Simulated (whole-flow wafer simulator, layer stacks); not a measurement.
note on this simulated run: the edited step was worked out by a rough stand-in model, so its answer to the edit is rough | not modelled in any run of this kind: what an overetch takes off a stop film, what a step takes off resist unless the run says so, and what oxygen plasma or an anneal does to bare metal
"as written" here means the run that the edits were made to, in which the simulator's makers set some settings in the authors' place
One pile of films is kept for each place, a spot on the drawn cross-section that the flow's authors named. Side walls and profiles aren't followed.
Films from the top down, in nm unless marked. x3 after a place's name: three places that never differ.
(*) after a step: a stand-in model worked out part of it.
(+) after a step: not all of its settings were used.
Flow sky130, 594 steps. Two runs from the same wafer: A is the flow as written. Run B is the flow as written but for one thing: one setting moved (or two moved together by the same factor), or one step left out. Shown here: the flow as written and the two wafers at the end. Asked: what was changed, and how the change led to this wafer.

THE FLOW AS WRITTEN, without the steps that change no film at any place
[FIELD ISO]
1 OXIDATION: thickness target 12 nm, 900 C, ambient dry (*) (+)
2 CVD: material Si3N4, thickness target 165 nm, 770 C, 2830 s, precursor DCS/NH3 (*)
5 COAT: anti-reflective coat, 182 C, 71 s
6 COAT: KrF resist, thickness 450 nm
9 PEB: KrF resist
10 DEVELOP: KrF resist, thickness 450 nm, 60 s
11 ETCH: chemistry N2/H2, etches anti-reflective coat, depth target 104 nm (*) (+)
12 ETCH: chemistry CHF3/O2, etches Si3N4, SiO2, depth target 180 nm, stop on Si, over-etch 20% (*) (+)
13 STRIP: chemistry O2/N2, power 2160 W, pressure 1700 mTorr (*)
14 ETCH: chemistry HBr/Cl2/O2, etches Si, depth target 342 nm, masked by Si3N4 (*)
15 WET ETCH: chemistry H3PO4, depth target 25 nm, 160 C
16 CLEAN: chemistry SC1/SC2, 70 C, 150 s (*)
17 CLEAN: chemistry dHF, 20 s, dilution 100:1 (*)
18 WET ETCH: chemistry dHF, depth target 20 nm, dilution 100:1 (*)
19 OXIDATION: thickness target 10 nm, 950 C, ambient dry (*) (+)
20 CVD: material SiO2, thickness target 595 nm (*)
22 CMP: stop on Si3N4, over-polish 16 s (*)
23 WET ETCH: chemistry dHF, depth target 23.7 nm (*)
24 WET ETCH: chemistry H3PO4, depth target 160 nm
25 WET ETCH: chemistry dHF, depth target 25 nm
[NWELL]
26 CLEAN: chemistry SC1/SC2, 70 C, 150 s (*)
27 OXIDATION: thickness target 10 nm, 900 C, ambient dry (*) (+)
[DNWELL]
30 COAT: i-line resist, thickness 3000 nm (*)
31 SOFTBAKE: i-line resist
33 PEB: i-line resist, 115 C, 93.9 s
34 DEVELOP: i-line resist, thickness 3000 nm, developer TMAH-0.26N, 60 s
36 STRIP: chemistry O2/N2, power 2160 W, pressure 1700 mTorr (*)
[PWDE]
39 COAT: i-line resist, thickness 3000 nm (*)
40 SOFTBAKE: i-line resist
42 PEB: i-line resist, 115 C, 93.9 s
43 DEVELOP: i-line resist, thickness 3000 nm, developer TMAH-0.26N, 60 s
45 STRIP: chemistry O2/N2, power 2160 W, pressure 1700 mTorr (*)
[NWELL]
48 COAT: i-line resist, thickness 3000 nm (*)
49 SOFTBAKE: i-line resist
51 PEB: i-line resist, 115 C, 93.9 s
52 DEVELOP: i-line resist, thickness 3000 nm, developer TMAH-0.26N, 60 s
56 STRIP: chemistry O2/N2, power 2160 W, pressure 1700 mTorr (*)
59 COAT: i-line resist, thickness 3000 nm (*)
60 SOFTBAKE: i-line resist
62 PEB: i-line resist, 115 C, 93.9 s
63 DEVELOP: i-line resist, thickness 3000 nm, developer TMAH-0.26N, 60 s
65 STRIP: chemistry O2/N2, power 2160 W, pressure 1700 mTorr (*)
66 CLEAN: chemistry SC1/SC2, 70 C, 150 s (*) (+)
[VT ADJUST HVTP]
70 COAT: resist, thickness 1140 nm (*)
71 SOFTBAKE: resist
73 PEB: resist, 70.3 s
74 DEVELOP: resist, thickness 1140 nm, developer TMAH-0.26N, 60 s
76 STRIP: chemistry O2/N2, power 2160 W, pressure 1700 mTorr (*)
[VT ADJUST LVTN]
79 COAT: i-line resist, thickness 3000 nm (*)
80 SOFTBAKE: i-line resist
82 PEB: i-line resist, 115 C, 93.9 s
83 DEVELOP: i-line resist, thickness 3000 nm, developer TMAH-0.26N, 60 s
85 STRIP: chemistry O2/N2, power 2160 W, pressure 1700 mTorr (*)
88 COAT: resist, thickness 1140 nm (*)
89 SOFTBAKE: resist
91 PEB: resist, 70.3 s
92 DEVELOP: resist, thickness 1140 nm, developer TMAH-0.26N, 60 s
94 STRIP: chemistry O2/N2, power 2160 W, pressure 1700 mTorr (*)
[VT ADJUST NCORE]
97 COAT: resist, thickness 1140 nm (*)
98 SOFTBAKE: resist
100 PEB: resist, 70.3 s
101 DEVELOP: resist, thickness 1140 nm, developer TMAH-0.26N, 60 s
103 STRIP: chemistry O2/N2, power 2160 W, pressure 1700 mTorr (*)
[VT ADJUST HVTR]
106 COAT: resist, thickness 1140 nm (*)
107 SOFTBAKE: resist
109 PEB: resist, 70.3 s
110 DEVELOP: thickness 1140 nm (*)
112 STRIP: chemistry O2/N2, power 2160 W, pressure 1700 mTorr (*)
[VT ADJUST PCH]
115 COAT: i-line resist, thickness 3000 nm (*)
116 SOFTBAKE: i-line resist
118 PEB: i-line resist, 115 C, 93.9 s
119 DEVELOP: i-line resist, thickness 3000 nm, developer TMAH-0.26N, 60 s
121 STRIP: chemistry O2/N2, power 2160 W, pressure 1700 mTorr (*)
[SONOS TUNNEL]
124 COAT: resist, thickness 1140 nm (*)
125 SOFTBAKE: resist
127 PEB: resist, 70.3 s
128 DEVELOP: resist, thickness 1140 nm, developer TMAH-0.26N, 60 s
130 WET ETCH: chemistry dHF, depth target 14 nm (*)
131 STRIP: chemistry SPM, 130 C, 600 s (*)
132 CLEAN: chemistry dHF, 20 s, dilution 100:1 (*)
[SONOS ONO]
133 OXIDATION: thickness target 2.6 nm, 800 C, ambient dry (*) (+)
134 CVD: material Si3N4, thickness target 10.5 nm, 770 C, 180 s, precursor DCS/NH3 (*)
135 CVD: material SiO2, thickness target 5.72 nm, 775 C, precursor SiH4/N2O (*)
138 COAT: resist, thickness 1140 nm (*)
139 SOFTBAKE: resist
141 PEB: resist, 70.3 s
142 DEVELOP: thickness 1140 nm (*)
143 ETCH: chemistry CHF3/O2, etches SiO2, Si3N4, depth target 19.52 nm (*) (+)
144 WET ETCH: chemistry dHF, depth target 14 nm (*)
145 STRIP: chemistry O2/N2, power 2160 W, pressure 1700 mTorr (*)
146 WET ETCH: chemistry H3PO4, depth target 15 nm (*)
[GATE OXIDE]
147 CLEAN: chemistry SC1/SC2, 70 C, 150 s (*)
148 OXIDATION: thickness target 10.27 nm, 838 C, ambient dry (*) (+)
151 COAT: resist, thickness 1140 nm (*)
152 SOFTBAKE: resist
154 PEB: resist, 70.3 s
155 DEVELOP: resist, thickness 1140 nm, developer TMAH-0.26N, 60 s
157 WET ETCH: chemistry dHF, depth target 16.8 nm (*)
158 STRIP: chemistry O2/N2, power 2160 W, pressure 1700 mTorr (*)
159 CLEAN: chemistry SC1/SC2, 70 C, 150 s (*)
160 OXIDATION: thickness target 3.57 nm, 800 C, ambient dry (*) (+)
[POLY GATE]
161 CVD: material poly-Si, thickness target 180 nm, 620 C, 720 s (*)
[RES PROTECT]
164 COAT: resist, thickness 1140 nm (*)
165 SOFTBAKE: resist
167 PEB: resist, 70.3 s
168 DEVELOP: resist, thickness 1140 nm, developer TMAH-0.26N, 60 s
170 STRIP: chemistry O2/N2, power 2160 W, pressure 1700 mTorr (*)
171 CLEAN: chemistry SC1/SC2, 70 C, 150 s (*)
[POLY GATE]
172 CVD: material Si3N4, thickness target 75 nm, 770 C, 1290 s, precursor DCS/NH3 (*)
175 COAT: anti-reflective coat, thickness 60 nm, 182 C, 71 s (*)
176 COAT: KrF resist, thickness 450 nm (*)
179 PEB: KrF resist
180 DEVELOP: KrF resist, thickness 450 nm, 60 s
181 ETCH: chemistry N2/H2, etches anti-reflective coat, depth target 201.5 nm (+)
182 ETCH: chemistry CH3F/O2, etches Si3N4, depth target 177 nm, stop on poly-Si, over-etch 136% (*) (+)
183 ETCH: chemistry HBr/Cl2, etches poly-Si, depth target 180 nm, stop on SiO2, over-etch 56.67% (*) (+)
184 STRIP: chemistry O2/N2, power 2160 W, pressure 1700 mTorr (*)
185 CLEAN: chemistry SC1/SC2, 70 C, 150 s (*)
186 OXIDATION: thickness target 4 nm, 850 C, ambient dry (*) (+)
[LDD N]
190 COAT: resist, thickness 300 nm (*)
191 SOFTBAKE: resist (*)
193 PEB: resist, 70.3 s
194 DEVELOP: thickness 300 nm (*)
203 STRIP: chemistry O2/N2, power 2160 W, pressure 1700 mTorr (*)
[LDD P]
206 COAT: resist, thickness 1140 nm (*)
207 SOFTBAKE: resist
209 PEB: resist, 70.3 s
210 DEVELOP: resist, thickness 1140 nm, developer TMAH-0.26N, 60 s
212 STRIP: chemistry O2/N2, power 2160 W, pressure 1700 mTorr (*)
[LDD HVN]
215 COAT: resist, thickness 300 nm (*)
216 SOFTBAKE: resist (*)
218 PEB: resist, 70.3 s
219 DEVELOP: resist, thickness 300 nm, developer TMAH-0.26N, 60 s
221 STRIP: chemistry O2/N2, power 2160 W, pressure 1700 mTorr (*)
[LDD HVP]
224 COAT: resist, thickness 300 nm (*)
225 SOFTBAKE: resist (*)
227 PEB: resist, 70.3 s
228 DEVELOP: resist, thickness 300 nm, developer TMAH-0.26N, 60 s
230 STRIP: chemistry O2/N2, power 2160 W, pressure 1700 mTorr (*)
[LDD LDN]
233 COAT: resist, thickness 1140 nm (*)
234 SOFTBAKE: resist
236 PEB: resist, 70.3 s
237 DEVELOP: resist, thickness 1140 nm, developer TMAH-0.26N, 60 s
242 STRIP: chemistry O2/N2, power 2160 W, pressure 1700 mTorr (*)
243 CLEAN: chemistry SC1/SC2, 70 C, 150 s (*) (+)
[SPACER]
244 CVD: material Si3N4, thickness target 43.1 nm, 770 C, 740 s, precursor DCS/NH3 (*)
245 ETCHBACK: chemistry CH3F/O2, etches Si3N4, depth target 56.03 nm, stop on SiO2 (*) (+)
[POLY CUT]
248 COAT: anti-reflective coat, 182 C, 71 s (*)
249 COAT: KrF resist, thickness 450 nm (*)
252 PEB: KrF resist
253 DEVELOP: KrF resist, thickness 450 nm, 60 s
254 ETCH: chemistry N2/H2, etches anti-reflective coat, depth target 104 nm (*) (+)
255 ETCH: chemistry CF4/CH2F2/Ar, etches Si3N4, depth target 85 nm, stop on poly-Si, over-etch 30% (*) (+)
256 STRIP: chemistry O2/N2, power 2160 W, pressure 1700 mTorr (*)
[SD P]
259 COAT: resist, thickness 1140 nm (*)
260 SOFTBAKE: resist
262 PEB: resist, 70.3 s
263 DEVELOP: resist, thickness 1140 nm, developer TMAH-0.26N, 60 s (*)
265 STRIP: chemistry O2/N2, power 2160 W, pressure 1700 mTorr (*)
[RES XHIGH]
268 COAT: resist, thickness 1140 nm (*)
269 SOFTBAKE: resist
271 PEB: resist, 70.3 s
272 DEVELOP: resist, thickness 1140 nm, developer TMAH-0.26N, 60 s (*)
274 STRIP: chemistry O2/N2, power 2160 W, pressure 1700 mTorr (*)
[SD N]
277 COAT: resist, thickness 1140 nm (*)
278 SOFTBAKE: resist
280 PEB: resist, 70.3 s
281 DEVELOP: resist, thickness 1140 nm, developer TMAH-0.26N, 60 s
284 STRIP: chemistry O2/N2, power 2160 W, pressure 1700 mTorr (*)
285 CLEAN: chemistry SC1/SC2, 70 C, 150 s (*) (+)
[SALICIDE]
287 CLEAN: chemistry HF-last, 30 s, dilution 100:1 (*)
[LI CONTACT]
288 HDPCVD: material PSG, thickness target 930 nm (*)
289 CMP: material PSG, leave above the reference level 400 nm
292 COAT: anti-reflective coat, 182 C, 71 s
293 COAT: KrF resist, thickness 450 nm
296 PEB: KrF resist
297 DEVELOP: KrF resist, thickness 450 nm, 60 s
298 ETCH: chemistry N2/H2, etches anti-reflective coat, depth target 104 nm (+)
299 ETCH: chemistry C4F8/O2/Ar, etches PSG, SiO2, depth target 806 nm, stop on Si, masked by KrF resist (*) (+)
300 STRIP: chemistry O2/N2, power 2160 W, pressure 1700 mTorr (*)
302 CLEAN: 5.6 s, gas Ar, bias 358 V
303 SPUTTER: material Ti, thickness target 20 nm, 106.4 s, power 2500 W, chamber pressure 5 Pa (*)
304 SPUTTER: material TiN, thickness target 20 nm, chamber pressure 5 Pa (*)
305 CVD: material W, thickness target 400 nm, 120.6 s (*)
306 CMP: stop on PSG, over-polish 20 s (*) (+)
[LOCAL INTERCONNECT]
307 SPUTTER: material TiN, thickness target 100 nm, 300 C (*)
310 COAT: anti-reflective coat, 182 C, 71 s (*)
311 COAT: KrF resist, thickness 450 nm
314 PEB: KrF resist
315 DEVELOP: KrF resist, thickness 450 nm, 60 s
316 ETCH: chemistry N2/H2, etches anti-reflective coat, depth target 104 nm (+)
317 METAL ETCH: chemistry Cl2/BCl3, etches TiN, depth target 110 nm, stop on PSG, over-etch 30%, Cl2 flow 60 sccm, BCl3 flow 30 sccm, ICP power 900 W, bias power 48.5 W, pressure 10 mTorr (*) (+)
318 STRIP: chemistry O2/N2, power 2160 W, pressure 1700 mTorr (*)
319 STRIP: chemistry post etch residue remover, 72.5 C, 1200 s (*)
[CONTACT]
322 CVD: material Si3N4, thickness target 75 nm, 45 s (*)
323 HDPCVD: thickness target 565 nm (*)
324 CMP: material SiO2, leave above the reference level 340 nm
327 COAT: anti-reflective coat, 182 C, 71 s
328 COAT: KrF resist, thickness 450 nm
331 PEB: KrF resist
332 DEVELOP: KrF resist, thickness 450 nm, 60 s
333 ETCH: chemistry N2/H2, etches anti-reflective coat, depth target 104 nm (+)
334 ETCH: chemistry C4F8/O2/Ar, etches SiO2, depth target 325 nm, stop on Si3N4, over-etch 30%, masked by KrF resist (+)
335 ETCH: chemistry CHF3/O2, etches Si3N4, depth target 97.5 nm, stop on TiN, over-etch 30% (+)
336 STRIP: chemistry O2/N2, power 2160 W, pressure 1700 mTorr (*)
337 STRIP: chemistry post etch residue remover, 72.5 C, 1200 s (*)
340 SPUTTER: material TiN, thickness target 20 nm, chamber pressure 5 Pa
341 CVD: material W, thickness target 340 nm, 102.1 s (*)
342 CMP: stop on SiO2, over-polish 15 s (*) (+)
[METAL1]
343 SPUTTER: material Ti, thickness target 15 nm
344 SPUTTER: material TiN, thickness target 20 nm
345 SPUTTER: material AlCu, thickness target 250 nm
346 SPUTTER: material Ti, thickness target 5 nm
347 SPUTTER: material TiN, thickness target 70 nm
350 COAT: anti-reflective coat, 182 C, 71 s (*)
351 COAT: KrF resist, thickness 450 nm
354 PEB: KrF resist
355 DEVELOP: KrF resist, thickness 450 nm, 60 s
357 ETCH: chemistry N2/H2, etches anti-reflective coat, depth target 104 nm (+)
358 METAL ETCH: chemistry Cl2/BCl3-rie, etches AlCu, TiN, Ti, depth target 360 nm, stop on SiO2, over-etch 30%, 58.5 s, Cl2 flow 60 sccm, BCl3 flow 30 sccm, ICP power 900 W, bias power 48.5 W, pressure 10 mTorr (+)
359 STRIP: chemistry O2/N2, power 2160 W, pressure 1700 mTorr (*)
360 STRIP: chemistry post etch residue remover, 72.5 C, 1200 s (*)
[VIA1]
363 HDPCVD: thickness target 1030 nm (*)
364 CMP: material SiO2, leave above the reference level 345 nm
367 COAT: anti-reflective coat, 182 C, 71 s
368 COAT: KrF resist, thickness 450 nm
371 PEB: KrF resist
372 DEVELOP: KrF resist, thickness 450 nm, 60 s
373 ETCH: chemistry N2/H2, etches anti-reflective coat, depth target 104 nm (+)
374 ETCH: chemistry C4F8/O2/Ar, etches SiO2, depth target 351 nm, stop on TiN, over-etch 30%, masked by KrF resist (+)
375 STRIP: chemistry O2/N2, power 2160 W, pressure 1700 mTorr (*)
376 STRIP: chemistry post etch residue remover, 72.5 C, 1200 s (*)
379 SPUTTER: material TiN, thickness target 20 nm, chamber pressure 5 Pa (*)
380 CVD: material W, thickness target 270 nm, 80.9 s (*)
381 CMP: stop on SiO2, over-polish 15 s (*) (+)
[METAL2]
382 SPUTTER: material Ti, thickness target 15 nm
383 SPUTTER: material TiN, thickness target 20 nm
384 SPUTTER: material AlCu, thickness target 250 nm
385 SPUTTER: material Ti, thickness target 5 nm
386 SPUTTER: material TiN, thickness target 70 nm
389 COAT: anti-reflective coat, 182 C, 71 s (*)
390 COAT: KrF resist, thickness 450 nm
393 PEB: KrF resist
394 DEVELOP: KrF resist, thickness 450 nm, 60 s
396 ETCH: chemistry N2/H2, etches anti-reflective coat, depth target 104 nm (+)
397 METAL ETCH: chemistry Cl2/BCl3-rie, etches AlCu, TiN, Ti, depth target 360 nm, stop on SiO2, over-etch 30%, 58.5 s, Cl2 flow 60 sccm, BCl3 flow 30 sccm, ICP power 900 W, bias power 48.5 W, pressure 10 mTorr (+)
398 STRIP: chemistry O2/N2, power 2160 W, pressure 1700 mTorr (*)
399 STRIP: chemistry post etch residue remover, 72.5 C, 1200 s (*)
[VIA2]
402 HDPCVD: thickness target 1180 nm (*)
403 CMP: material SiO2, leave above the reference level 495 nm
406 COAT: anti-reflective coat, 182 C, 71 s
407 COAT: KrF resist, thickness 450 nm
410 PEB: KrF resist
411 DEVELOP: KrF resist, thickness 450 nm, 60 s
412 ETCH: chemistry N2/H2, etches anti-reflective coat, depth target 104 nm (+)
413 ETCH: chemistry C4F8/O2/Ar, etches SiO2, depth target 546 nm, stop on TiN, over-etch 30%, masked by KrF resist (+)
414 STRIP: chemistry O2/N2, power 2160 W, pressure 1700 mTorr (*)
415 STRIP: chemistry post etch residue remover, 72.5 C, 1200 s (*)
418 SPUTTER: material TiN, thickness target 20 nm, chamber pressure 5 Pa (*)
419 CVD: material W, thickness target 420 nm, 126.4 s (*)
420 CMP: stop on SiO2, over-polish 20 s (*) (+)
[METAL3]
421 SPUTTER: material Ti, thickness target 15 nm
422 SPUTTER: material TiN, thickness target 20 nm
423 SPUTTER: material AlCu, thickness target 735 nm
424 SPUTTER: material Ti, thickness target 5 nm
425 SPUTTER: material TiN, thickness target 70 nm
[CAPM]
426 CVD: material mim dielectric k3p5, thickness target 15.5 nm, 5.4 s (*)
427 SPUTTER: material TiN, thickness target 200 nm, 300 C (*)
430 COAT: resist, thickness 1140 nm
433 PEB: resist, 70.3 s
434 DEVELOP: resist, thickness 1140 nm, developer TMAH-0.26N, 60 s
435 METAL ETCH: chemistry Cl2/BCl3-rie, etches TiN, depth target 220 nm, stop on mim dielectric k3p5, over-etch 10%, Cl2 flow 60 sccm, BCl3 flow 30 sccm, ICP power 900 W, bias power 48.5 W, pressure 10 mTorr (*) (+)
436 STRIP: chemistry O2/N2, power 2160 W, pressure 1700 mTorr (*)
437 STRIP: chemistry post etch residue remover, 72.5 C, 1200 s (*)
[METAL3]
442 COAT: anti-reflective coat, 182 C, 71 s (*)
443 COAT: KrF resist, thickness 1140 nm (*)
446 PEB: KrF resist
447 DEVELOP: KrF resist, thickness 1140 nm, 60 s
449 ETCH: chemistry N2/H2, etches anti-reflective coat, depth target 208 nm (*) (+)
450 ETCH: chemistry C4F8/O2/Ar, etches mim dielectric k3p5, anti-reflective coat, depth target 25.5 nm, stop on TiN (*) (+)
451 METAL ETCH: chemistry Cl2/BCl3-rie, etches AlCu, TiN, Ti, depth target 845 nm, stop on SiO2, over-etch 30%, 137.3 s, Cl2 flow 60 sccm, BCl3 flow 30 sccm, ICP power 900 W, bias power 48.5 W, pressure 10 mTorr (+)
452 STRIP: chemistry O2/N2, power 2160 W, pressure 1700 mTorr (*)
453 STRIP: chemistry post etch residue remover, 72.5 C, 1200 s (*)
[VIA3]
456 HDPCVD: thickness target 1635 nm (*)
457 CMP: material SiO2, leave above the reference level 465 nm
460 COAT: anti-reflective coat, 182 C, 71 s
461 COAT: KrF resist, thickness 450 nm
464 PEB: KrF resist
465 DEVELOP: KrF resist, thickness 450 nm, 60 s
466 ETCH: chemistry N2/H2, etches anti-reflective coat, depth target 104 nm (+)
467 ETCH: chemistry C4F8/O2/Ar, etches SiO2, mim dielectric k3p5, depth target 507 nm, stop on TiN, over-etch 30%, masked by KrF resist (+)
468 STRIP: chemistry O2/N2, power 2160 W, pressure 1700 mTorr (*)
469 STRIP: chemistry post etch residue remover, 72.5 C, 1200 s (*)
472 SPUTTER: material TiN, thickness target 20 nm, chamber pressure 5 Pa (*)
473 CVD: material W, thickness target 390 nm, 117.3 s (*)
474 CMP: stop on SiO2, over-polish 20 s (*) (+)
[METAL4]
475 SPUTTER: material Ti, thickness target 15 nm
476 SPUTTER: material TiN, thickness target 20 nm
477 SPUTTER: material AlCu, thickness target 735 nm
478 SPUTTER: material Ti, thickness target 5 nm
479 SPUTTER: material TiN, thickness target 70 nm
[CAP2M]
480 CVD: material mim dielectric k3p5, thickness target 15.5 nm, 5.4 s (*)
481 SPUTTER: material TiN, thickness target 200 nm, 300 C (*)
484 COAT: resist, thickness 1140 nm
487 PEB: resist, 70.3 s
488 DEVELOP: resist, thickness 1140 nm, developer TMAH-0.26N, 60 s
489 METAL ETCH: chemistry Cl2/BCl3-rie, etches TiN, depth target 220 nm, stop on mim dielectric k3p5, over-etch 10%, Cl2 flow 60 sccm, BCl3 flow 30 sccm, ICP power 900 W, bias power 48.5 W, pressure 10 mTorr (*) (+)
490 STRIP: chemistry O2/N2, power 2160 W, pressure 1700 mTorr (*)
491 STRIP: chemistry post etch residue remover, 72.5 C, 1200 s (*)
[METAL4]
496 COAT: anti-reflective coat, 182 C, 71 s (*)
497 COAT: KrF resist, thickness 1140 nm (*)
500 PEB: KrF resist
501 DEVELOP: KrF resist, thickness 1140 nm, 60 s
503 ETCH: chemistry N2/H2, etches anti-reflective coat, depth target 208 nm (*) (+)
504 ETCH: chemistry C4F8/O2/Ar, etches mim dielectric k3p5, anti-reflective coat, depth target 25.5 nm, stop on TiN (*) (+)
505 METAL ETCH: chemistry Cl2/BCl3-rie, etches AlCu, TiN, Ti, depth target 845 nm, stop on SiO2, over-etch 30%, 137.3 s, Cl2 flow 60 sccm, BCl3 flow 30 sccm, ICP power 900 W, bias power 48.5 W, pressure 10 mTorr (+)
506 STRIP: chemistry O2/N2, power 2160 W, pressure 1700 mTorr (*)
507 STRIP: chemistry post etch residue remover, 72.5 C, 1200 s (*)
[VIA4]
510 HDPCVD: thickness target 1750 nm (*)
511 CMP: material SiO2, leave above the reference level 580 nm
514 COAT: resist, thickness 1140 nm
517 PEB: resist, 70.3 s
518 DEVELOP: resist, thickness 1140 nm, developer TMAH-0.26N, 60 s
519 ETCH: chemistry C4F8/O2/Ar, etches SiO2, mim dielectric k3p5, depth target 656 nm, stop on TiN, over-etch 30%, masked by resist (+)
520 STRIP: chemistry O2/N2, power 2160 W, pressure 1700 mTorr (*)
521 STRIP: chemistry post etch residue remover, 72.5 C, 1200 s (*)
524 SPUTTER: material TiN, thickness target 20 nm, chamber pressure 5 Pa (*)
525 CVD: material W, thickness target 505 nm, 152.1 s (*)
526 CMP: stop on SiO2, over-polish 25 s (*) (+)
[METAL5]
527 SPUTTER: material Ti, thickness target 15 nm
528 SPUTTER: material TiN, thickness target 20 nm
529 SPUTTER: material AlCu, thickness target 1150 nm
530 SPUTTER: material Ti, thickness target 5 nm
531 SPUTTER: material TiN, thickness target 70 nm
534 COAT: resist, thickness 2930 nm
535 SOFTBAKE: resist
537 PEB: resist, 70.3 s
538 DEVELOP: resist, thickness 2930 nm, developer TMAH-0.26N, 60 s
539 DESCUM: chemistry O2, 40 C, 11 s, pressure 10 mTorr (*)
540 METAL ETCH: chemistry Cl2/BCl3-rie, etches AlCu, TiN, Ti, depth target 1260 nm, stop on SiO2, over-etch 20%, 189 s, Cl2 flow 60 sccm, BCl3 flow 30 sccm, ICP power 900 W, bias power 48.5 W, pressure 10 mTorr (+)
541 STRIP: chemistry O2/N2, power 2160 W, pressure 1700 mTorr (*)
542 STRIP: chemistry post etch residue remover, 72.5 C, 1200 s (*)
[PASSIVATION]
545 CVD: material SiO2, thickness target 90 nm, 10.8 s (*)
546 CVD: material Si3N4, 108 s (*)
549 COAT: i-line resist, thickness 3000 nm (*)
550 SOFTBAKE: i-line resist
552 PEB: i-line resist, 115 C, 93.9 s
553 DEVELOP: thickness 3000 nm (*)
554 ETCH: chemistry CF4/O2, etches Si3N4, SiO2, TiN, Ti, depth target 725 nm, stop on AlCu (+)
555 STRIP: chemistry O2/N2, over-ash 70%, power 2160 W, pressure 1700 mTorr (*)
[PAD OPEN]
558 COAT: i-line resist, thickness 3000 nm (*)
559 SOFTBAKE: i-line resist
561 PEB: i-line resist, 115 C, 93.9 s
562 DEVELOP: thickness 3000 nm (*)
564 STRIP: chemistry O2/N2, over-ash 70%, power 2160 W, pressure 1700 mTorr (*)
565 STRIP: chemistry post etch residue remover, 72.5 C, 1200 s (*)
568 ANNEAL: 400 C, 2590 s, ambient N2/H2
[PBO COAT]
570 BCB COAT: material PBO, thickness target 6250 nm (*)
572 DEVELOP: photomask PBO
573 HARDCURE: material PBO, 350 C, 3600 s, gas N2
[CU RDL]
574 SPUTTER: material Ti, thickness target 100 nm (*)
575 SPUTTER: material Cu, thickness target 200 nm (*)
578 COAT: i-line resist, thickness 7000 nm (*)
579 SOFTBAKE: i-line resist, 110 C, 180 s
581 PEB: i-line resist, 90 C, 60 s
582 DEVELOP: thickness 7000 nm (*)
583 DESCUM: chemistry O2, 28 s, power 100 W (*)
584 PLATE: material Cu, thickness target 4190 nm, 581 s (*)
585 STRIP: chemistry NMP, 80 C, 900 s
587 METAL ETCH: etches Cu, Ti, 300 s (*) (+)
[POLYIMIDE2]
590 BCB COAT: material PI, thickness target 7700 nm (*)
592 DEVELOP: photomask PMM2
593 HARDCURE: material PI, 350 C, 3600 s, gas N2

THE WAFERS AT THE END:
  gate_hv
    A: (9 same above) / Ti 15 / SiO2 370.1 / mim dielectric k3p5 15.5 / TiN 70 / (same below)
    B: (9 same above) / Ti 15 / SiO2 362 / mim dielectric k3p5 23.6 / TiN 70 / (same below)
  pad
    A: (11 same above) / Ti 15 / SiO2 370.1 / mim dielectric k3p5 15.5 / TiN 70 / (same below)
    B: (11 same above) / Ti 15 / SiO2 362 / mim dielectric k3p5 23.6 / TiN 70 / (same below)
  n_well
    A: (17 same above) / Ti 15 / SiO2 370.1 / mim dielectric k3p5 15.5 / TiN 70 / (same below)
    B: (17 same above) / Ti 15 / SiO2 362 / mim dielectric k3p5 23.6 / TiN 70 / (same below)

The cause: step 426, CVD: thickness target 23.6 nm was run, where the flow has thickness target 15.5 nm; step 426, CVD: 8.23 s was run, where the flow has 5.4 s.
It can be read off the wafer: gate_hv has mim dielectric k3p5 23.6, and step 426 as written asks for 15.5 nm.

How the change led to this, step by step:
  426 CVD: material mim dielectric k3p5, thickness target 15.5 nm, 5.4 s (*)
      field, active, n_well and 188 more: A mim dielectric k3p5 +15.5 (new film) | B mim dielectric k3p5 +23.6 (new film)
  450 ETCH: chemistry C4F8/O2/Ar, etches mim dielectric k3p5, anti-reflective coat, depth target 25.5 nm, stop on TiN (*) (+)
      n_well, p_well, gate_hv and 104 more: A KrF resist -15.5 | B KrF resist -17
      field, active, gate and 82 more: A mim dielectric k3p5 -15.5 (all of it) | B mim dielectric k3p5 -23.6 (all of it)
  467 ETCH: chemistry C4F8/O2/Ar, etches SiO2, mim dielectric k3p5, depth target 507 nm, stop on TiN, over-etch 30%, masked by KrF resist (+)
      m1: A SiO2 -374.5 (all of it), mim dielectric k3p5 -15.5 (all of it) | B SiO2 -366.4 (all of it), mim dielectric k3p5 -23.6 (all of it)
      via3_hole: A SiO2 -373.9 (all of it), mim dielectric k3p5 -15.5 (all of it) | B SiO2 -365.8 (all of it), mim dielectric k3p5 -23.6 (all of it)
